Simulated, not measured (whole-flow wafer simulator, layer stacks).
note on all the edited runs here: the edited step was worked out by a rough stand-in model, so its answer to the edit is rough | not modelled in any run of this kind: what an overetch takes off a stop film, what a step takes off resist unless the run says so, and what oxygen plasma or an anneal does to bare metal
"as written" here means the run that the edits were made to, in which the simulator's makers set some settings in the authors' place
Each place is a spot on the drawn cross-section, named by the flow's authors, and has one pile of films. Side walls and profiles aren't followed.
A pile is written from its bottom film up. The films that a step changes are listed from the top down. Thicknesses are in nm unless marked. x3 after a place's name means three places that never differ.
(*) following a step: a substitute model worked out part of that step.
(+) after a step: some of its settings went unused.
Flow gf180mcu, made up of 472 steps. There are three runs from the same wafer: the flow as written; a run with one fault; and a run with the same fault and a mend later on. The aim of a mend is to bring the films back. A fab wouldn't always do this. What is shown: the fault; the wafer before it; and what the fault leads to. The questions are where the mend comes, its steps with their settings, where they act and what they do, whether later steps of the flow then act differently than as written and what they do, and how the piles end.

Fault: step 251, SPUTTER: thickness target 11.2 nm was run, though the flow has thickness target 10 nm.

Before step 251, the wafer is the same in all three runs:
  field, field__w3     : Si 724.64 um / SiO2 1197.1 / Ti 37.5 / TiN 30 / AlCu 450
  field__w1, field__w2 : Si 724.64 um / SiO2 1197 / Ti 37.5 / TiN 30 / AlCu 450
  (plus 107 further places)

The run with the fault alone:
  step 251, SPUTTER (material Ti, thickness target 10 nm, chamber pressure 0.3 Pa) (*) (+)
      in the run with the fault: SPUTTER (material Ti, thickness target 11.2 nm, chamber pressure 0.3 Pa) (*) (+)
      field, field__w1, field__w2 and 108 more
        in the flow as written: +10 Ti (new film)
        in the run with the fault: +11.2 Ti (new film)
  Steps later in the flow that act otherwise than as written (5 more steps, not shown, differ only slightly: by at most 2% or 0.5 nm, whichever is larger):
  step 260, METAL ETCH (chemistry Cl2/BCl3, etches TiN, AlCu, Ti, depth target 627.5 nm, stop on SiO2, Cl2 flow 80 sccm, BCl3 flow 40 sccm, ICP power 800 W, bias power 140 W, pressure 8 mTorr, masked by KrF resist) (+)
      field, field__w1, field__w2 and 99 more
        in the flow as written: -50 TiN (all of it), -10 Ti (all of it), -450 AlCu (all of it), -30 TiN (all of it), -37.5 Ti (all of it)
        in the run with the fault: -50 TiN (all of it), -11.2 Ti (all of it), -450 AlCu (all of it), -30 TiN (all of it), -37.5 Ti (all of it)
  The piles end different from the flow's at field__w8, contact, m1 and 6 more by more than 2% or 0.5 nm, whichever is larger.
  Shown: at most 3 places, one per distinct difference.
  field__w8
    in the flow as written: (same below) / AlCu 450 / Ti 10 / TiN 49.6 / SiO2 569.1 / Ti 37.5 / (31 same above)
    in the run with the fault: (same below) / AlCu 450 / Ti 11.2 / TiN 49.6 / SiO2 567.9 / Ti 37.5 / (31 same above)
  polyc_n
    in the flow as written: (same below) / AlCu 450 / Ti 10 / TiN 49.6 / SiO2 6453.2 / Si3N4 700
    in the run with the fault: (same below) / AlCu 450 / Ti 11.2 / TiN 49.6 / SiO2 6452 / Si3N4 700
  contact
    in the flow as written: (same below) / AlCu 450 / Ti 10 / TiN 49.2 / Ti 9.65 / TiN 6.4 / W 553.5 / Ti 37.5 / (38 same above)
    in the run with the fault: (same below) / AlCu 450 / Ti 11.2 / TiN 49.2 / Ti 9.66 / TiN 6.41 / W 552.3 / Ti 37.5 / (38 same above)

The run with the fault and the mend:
  The mend follows step 251.
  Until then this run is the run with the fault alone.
  step 251a, METAL ETCH (chemistry Cl2/BCl3, etches TiN, AlCu, Ti, depth target 1.2 nm, Cl2 flow 80 sccm, BCl3 flow 40 sccm, ICP power 800 W, bias power 140 W, pressure 8 mTorr)
      field, field__w1, field__w2 and 108 more
        -1.2 Ti
  Later steps of the flow that are run all act as written at every place that is followed.
  By the end, the piles equal the flow's at every place that both follow.
